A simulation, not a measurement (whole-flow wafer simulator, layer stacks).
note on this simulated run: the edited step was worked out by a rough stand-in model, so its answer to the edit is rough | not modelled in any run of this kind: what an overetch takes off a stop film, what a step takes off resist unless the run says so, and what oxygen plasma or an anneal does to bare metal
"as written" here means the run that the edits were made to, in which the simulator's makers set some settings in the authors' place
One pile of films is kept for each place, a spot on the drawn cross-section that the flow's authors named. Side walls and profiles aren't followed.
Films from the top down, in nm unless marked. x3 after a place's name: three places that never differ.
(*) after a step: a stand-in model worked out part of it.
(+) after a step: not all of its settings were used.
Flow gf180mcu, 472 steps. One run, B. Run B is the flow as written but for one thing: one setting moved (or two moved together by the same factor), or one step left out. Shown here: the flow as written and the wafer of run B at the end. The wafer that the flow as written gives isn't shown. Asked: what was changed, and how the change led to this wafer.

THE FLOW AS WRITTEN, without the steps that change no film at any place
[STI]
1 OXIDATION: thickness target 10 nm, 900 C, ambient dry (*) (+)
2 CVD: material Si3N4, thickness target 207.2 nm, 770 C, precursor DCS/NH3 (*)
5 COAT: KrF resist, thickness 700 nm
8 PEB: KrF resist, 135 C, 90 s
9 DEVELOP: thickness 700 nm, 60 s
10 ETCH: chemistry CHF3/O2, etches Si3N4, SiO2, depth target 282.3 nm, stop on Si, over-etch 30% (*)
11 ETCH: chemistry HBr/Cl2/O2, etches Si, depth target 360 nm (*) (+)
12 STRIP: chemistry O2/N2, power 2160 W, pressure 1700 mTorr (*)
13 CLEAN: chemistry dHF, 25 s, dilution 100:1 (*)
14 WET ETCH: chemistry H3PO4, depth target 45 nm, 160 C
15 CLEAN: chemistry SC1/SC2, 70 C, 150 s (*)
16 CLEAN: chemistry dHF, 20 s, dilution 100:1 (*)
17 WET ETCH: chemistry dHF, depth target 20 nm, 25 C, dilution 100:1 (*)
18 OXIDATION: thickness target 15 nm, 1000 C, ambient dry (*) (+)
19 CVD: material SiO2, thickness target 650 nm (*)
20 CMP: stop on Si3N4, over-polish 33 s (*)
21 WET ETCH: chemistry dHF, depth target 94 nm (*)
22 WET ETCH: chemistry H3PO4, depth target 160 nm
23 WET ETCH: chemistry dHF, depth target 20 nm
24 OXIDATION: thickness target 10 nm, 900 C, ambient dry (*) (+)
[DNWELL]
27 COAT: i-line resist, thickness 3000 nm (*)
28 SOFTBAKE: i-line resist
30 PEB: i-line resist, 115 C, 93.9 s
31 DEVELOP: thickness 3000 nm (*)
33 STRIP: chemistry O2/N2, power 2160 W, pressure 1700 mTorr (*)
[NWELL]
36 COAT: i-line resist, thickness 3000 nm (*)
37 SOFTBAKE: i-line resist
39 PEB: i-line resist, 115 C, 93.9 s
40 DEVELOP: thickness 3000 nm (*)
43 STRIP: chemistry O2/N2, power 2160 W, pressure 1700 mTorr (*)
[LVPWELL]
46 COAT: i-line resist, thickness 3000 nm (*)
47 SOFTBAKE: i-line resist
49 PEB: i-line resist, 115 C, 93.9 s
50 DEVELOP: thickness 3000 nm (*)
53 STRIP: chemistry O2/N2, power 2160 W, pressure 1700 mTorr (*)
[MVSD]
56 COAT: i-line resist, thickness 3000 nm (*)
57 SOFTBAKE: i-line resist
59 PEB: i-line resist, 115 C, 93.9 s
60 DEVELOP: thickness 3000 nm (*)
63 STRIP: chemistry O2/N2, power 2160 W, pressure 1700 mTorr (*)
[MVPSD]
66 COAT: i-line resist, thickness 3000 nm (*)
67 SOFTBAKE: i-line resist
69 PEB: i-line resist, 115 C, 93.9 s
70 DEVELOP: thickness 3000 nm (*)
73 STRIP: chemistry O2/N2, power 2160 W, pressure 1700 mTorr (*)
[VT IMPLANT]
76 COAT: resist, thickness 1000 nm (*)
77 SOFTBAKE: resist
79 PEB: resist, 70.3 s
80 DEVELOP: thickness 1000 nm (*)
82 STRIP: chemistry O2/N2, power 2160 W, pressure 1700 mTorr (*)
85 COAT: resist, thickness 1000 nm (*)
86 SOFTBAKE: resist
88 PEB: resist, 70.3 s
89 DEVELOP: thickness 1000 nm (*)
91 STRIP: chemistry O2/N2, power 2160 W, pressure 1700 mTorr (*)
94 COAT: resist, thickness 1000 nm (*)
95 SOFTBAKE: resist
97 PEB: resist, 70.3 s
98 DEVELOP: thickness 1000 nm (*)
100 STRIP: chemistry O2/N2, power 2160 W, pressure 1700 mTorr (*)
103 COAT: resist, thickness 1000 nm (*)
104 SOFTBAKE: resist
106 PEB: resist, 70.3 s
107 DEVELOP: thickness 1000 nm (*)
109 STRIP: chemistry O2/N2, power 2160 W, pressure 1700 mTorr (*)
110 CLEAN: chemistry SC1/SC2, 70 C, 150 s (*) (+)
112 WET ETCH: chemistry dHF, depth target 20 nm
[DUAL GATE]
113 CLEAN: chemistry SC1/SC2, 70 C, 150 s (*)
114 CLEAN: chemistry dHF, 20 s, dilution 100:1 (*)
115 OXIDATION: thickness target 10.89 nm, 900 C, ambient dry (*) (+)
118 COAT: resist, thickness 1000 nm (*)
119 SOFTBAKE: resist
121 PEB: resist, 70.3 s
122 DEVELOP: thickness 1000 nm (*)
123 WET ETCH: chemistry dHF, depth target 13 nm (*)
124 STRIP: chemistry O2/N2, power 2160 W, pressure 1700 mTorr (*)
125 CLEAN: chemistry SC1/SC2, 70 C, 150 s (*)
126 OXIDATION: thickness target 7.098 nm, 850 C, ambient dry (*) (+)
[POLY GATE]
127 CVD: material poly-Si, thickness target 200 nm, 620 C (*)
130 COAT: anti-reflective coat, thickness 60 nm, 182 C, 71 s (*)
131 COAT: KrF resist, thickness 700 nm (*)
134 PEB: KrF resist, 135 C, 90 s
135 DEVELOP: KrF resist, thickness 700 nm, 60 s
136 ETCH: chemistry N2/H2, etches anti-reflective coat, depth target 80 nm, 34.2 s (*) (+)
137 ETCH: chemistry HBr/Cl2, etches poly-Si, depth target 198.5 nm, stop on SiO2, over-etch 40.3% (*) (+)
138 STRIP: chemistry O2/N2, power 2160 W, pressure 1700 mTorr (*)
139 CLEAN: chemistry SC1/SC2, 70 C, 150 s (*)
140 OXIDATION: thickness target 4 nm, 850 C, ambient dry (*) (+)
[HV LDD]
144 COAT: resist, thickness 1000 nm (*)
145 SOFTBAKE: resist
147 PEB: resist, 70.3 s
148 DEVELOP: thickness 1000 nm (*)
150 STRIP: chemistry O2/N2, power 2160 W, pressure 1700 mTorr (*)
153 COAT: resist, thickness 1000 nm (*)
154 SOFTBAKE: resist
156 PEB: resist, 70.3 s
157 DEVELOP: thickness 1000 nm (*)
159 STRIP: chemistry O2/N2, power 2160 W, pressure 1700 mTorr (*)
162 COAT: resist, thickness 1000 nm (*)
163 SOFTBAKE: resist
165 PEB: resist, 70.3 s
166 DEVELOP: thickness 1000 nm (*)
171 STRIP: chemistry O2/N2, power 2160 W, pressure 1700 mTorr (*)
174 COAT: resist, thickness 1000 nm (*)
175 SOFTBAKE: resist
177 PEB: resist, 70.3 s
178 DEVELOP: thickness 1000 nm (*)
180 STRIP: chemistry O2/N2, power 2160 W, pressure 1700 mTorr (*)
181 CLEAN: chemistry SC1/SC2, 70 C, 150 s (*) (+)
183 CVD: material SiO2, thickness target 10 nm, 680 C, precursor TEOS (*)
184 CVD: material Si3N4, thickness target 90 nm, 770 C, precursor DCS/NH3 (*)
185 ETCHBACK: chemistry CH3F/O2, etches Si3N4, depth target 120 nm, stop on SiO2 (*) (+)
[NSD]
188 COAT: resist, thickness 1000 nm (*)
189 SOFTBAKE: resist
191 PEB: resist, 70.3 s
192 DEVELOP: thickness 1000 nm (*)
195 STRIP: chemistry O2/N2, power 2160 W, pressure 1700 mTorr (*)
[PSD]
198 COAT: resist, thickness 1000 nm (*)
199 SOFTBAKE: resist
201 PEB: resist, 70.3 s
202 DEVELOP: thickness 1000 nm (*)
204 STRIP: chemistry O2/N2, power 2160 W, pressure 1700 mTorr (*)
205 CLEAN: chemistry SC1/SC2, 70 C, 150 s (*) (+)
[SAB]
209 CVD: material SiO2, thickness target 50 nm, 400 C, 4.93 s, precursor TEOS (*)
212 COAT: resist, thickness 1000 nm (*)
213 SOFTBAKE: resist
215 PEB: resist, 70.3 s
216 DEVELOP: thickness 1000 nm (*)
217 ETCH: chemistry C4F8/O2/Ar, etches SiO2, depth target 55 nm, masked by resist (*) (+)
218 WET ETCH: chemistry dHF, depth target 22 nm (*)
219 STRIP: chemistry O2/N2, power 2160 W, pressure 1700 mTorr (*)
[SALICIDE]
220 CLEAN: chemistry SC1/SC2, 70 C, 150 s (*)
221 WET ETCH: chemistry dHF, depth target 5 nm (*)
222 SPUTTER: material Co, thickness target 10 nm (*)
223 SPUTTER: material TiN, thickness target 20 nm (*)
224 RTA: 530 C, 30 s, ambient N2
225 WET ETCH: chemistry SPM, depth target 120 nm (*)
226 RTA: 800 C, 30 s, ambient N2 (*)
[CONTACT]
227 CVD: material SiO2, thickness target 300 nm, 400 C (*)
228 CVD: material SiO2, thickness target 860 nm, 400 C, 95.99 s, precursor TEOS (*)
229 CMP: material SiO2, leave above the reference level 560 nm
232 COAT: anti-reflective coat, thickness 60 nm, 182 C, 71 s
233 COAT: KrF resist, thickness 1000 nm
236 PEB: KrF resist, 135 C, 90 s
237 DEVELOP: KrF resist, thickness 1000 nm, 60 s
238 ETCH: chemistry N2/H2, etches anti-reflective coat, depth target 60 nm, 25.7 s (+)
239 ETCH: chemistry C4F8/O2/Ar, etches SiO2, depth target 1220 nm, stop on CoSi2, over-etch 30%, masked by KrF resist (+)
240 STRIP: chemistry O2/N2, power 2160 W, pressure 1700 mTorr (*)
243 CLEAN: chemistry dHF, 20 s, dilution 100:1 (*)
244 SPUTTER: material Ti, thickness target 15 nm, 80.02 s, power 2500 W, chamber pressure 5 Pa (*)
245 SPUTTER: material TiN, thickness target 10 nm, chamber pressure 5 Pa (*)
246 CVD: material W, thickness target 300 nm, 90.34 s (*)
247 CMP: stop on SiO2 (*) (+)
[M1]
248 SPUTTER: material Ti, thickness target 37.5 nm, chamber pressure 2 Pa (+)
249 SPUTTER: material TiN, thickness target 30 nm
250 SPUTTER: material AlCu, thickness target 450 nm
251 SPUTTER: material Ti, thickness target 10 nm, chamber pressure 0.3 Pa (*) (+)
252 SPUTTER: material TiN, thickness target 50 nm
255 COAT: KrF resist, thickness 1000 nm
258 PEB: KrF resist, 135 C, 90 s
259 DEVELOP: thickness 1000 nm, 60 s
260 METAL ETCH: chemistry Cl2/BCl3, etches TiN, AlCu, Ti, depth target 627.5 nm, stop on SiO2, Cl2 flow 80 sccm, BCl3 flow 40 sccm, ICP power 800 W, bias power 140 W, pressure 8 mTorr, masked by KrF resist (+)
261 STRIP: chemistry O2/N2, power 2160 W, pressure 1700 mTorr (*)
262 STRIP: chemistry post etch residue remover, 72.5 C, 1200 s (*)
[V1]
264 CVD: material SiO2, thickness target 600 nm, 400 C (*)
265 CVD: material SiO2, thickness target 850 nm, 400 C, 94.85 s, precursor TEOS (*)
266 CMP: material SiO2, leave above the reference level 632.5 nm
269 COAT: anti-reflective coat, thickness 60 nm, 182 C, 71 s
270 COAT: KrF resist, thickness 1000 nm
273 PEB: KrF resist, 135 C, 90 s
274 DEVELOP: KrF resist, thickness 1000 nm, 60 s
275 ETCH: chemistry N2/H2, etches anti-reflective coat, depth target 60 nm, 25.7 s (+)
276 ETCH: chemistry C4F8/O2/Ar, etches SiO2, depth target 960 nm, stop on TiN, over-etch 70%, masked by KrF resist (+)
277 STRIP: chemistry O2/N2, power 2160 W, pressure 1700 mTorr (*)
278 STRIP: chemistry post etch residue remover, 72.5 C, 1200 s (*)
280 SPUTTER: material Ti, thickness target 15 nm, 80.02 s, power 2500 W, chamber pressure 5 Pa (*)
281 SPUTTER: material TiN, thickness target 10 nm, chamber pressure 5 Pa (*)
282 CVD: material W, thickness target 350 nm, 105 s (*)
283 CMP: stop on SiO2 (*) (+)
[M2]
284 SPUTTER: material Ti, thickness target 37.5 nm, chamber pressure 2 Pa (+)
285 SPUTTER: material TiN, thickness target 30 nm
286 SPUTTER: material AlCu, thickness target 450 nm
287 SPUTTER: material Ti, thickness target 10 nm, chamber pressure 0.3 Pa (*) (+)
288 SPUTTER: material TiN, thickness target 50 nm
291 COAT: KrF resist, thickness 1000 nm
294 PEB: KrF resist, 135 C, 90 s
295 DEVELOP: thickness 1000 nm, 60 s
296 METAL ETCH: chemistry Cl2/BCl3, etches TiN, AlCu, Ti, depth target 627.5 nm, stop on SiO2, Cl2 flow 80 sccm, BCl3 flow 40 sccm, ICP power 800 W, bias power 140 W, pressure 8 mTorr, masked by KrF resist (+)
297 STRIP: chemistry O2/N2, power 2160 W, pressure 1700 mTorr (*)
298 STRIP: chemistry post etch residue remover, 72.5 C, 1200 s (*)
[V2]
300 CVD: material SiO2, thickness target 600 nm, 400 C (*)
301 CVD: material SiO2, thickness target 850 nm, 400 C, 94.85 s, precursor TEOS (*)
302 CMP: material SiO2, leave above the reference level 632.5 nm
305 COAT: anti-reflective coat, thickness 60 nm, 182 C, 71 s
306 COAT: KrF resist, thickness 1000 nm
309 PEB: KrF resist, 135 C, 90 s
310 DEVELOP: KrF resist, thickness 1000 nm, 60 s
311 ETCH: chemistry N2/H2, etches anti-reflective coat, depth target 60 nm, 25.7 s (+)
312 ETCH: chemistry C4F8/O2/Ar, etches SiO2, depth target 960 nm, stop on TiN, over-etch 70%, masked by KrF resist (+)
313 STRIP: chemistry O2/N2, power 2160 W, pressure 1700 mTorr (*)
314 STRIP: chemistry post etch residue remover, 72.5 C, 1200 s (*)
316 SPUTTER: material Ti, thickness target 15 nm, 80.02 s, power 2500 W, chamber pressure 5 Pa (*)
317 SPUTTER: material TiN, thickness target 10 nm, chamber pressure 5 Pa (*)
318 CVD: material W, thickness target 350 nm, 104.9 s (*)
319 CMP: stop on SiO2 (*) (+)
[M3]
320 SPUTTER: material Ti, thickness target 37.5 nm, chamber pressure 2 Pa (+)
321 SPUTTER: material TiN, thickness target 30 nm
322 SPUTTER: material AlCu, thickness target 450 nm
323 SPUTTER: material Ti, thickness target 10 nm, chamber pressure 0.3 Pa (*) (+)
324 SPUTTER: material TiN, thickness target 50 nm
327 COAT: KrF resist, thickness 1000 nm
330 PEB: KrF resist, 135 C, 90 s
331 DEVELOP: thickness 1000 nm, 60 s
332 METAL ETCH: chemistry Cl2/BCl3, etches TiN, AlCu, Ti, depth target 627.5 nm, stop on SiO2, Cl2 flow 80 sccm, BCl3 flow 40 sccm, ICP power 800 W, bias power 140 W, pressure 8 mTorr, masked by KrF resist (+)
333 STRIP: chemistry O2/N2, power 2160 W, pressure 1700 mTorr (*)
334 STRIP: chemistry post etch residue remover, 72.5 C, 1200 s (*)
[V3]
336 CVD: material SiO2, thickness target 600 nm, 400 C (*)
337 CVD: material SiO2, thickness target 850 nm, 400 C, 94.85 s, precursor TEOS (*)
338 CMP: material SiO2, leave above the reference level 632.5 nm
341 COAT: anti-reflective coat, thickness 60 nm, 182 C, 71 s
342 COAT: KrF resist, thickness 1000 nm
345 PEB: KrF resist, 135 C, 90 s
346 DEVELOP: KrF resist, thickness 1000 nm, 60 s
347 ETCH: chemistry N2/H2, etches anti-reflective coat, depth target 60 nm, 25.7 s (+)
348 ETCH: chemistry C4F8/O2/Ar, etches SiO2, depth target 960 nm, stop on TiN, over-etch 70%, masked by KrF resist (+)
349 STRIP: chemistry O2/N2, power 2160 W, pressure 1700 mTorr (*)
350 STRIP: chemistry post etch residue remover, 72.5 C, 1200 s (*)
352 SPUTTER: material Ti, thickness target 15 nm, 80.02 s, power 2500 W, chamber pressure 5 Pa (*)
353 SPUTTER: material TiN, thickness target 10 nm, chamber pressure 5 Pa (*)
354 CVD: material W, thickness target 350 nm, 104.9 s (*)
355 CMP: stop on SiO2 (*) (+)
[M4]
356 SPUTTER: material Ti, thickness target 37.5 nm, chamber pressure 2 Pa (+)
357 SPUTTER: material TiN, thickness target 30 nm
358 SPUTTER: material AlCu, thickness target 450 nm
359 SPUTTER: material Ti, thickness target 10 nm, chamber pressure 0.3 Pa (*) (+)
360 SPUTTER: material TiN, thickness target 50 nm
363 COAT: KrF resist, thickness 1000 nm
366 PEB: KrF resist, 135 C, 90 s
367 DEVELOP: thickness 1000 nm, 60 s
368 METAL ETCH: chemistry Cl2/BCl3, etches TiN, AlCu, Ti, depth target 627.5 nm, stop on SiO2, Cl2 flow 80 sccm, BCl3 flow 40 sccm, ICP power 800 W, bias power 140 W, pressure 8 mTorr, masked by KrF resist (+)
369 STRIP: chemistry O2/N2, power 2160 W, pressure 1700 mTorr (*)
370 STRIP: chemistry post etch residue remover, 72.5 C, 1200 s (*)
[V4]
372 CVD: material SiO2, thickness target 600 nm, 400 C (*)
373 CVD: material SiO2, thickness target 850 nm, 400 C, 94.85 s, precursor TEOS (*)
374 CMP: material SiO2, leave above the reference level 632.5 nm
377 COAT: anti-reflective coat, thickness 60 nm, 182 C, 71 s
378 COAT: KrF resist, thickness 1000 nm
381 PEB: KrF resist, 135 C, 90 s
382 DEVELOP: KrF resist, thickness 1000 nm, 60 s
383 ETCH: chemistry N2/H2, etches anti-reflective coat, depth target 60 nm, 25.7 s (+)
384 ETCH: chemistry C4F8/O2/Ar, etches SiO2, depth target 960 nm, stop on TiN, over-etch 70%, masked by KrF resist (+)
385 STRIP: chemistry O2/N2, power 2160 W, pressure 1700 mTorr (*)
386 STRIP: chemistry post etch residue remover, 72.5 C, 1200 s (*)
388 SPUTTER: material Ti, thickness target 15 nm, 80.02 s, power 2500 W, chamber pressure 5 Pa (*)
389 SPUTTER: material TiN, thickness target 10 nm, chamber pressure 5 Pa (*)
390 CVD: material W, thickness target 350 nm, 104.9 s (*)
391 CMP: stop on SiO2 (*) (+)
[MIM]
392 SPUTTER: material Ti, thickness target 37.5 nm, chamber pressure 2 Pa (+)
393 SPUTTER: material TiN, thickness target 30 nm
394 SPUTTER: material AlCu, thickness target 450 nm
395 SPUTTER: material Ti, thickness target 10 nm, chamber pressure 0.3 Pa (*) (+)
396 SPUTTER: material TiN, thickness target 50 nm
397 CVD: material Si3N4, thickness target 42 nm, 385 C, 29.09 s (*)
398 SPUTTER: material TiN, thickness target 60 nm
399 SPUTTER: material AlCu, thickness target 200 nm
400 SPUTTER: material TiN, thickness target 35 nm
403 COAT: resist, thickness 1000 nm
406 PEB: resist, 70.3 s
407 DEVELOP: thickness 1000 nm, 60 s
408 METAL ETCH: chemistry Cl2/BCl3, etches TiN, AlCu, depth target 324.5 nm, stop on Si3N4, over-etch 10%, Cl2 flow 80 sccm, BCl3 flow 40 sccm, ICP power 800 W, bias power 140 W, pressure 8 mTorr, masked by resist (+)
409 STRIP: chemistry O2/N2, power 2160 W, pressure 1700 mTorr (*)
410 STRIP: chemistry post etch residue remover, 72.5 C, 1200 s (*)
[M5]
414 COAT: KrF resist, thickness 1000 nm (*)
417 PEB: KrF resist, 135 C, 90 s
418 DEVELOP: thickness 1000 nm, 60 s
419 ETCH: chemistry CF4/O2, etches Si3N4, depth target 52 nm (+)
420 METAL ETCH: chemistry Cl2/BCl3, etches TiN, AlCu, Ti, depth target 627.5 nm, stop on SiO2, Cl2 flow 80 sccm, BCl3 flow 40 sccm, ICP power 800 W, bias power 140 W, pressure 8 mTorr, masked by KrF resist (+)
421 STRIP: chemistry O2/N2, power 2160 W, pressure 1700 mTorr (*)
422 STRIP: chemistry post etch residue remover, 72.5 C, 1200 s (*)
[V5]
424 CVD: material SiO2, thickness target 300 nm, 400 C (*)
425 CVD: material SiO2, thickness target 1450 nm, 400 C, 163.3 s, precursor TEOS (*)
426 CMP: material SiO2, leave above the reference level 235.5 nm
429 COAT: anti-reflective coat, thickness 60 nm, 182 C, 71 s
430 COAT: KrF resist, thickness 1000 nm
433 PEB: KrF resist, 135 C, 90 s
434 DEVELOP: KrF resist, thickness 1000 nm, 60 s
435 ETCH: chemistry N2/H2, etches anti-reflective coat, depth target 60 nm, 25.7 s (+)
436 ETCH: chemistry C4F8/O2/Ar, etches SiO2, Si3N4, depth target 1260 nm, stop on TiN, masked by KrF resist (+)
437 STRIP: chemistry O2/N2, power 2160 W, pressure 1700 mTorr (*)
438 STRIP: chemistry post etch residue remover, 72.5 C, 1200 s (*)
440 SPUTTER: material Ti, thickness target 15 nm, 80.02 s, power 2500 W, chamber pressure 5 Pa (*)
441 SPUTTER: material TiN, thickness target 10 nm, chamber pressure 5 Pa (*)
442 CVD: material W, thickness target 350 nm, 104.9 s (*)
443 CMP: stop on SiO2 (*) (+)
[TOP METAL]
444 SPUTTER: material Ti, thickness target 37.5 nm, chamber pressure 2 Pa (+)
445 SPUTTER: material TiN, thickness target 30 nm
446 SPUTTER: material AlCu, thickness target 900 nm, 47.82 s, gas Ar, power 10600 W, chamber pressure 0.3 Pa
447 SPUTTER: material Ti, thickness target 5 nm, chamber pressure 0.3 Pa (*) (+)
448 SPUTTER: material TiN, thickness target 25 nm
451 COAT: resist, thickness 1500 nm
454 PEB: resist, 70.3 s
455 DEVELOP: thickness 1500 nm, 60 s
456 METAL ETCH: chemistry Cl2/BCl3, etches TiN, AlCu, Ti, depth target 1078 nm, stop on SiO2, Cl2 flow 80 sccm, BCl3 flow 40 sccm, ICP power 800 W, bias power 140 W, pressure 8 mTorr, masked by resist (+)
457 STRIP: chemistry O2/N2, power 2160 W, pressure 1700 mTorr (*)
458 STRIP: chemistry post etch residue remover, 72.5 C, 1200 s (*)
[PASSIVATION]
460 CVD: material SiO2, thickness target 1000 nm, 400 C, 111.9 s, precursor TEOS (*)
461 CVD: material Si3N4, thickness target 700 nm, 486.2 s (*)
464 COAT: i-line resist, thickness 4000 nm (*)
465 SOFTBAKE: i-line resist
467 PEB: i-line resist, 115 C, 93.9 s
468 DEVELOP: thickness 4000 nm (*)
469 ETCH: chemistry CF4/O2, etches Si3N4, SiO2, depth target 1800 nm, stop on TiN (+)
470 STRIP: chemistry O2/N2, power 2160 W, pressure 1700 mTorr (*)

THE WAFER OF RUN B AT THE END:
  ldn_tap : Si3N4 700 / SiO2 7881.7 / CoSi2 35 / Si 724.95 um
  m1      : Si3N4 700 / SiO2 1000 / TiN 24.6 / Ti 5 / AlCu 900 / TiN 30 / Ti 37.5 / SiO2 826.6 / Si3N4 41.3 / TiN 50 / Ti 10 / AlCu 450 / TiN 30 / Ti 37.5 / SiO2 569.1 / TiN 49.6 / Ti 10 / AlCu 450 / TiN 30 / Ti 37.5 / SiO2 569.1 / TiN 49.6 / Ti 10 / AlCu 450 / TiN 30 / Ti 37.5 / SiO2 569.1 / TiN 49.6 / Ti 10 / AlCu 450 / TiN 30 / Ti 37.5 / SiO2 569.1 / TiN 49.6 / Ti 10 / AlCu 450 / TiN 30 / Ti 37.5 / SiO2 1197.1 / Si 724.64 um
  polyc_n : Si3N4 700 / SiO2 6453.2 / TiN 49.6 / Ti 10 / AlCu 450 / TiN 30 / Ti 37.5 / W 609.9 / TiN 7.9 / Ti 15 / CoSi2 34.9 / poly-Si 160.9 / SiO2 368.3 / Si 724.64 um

The cause: step 245, SPUTTER: thickness target 7.9 nm was run, where the flow has thickness target 10 nm.
It can be read off the wafer: polyc_n has TiN 7.9, and step 245 as written asks for 10 nm.

How the change led to this, step by step:
  245 SPUTTER: material TiN, thickness target 10 nm, chamber pressure 5 Pa (*)
      field, field__w1, field__w2 and 107 more: TiN +7.9 (new film) (as written it would be: TiN +10 (new film))
      contact: TiN +4.33 (new film) (as written it would be: TiN +5.48 (new film))
  247 CMP: stop on SiO2 (*) (+)
      field, field__w1, field__w2 and 105 more: W -300 (all of it), TiN -7.9 (all of it), Ti -15 (all of it), SiO2 -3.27 (as written it would be: W -300 (all of it), TiN -10 (all of it), Ti -15 (all of it), SiO2 -3.29)
